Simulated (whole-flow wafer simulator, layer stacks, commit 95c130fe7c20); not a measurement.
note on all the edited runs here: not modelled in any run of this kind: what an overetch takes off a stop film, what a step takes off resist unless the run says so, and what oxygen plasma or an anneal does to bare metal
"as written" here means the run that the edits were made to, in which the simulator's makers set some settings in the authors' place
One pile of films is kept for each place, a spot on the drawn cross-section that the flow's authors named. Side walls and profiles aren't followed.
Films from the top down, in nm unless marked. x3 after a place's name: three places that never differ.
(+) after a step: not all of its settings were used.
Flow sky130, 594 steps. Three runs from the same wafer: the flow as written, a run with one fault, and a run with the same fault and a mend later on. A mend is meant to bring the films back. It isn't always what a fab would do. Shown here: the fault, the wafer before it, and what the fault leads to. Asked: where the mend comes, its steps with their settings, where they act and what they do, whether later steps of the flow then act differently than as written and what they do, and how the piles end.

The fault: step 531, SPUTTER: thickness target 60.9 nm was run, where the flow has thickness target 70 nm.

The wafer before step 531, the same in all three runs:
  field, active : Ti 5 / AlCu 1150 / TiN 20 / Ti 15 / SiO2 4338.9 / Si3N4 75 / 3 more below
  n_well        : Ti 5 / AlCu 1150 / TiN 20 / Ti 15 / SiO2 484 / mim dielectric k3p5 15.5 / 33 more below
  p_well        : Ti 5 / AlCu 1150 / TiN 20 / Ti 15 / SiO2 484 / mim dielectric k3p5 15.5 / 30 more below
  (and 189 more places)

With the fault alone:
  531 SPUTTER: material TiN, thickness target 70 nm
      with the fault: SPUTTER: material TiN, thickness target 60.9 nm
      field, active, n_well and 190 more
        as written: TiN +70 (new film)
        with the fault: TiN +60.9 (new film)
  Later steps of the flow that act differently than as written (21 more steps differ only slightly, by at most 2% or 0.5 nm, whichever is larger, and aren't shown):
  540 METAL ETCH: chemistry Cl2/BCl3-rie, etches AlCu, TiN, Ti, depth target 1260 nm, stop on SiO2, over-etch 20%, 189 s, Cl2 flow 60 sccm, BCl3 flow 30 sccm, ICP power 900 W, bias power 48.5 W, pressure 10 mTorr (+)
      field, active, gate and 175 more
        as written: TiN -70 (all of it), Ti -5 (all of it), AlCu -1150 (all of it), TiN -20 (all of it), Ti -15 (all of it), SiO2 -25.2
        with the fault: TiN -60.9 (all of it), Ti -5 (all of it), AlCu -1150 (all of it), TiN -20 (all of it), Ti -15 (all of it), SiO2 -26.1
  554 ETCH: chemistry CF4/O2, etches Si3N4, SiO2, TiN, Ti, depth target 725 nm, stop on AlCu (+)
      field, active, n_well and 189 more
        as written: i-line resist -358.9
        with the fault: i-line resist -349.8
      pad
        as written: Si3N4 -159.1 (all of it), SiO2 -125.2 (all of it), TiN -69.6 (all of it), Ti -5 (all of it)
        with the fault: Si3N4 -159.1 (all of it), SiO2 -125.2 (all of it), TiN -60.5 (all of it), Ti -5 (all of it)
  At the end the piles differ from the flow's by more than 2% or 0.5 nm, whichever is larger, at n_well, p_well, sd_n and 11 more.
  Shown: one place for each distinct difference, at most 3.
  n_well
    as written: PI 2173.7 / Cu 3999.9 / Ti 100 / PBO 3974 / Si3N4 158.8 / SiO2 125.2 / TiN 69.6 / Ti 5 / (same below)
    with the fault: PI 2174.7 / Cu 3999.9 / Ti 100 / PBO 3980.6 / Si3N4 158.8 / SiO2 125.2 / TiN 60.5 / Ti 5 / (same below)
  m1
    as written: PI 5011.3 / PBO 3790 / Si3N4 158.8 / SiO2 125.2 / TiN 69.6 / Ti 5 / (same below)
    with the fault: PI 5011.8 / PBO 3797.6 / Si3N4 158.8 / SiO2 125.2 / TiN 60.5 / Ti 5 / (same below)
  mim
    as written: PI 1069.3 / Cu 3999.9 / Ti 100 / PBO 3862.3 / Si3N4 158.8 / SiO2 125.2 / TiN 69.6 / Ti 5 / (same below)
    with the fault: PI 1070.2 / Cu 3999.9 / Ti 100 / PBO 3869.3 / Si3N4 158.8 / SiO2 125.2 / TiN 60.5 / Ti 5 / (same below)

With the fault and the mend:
  The mend comes after step 531.
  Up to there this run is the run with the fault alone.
  531a SPUTTER: material TiN, thickness target 9.1 nm (the flow's step 531 once more, with other settings)
      field, active, n_well and 190 more
        TiN +9.1
  No later step of the flow acts differently than as written at any place that is followed.
  At the end the piles are the same as the flow's at every place that both follow.
